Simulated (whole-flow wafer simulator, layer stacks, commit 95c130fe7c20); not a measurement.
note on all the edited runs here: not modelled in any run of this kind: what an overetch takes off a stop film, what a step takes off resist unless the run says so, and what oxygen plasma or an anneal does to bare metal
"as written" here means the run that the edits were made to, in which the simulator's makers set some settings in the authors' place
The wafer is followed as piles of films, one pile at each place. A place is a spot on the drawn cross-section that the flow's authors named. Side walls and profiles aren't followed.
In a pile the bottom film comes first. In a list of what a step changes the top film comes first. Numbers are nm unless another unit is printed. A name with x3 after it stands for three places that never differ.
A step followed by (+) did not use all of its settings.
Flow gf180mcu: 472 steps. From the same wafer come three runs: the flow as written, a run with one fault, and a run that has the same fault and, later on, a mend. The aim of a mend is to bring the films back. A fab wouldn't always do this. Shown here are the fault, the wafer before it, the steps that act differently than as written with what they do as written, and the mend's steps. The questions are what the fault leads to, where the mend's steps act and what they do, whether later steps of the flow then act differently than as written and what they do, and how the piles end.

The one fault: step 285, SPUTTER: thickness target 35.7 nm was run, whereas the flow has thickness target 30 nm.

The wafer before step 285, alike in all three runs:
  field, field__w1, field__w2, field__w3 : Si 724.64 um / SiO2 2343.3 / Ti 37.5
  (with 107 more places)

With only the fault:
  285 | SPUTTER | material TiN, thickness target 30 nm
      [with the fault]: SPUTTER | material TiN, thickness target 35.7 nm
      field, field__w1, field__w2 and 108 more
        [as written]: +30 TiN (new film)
        [with the fault]: +35.7 TiN (new film)
  Later steps of the flow acting differently than as written (1 other step is not shown; it differs only slightly, by no more than 2% or 0.5 nm, whichever is larger):
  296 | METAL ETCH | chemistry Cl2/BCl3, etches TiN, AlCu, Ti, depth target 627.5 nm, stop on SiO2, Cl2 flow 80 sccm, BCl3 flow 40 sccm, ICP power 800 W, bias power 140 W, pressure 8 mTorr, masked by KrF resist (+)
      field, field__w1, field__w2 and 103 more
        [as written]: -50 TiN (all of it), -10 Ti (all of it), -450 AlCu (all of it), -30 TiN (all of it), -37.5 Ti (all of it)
        [with the fault]: -50 TiN (all of it), -10 Ti (all of it), -450 AlCu (all of it), -35.7 TiN (all of it), -37.5 Ti (all of it)
  The piles end different from the flow's at field__w8, contact, m1, m1__w1, m1_nw by more than 2% or 0.5 nm, whichever is larger.
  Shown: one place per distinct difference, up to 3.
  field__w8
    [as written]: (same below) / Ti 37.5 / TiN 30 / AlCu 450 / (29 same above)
    [with the fault]: (same below) / Ti 37.5 / TiN 35.7 / AlCu 450 / (29 same above)
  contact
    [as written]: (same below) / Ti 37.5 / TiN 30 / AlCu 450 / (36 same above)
    [with the fault]: (same below) / Ti 37.5 / TiN 35.7 / AlCu 450 / (36 same above)

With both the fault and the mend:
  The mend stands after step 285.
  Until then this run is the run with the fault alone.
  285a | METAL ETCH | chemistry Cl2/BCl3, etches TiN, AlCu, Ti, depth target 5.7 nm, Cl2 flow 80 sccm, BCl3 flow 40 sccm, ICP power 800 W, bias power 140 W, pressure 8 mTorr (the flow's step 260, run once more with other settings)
      field, field__w1, field__w2 and 108 more
        -5.7 TiN
  None of the later steps of the flow acts differently than as written at any place that is followed.
  By the end, the piles equal the flow's at every place that both follow.
